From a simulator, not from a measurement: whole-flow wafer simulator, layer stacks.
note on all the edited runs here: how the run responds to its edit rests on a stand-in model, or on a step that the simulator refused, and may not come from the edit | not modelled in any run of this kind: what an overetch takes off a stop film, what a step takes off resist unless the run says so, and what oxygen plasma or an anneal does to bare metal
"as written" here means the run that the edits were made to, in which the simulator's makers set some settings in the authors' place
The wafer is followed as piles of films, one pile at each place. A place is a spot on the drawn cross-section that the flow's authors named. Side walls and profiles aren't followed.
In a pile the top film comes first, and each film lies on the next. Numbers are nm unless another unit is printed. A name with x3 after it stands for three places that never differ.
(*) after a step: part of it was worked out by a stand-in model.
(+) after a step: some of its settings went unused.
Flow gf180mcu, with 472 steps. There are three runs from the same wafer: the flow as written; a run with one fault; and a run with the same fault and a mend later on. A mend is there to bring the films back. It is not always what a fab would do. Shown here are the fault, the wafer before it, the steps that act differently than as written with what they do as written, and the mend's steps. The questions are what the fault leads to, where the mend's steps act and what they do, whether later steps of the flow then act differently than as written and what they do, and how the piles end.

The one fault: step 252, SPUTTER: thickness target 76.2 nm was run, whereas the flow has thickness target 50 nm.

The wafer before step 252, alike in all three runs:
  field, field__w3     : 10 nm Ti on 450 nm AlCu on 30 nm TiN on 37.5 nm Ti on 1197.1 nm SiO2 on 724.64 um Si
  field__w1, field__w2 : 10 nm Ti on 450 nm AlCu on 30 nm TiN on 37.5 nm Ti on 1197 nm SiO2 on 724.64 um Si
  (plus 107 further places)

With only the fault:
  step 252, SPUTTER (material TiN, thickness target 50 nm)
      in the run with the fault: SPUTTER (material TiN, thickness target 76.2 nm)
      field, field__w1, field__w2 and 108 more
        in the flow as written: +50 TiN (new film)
        in the run with the fault: +76.2 TiN (new film)
  Later steps of the flow acting differently than as written (not shown: 3 more steps that differ only slightly, by at most 2% or 0.5 nm, whichever is larger):
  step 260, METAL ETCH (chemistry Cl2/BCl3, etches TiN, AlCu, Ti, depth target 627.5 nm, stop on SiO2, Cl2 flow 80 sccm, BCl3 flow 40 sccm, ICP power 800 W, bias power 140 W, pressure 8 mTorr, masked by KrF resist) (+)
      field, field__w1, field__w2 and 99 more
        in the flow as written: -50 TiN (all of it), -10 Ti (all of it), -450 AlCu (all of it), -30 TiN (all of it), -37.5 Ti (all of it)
        in the run with the fault: -76.2 TiN (all of it), -10 Ti (all of it), -450 AlCu (all of it), -30 TiN (all of it), -37.5 Ti (all of it)
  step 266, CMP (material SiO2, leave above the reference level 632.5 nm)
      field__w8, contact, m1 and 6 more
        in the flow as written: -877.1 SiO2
        in the run with the fault: -903.3 SiO2
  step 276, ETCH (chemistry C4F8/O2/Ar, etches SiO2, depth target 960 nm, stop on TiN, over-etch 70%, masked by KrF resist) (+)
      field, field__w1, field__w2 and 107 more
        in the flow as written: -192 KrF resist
        in the run with the fault: -185.7 KrF resist
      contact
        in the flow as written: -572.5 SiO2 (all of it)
        in the run with the fault: -546.3 SiO2 (all of it)
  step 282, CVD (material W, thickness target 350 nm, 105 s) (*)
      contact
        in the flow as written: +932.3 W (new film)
        in the run with the fault: +905.8 W (new film)
  The piles end different from the flow's at field__w8, contact, m1 and 6 more by more than 2% or 0.5 nm, whichever is larger.
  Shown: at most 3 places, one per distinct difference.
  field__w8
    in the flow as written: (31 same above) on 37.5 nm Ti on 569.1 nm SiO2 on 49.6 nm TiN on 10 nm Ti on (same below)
    in the run with the fault: (31 same above) on 37.5 nm Ti on 542.9 nm SiO2 on 75.8 nm TiN on 10 nm Ti on (same below)
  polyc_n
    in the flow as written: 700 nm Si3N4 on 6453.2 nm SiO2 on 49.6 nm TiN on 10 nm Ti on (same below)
    in the run with the fault: 700 nm Si3N4 on 6427 nm SiO2 on 75.8 nm TiN on 10 nm Ti on (same below)
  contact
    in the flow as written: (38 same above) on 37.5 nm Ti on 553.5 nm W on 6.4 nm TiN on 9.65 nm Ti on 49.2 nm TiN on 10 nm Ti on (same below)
    in the run with the fault: (38 same above) on 37.5 nm Ti on 527.1 nm W on 6.5 nm TiN on 9.8 nm Ti on 75.4 nm TiN on 10 nm Ti on (same below)

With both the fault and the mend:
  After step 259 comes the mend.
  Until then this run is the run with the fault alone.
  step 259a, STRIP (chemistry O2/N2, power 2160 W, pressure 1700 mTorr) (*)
      field__w8, contact, m1 and 6 more
        -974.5 KrF resist (all of it)
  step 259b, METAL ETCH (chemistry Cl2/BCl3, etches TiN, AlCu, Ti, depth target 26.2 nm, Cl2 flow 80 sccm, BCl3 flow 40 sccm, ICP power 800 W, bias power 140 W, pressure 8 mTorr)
      field, field__w1, field__w2 and 108 more
        -26.2 TiN
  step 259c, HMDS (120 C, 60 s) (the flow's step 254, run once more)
      does not change any film at any place that is followed
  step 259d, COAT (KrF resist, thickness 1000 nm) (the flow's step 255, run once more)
      field, field__w1, field__w2 and 108 more
        +1000 KrF resist (new film)
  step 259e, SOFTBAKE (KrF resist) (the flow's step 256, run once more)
      does not change any film at any place that is followed
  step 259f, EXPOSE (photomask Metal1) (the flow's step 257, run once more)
      does not change any film at any place that is followed
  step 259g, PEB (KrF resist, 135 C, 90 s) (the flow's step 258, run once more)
      field, field__w1, field__w2 and 108 more
        -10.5 KrF resist
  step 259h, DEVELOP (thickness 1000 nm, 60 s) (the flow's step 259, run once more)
      field, field__w1, field__w2 and 99 more
        -989.5 KrF resist (all of it)
      field__w8, contact, m1 and 6 more
        -14.9 KrF resist
  None of the later steps of the flow acts differently than as written at any place that is followed.
  By the end, the piles equal the flow's at every place that both follow.
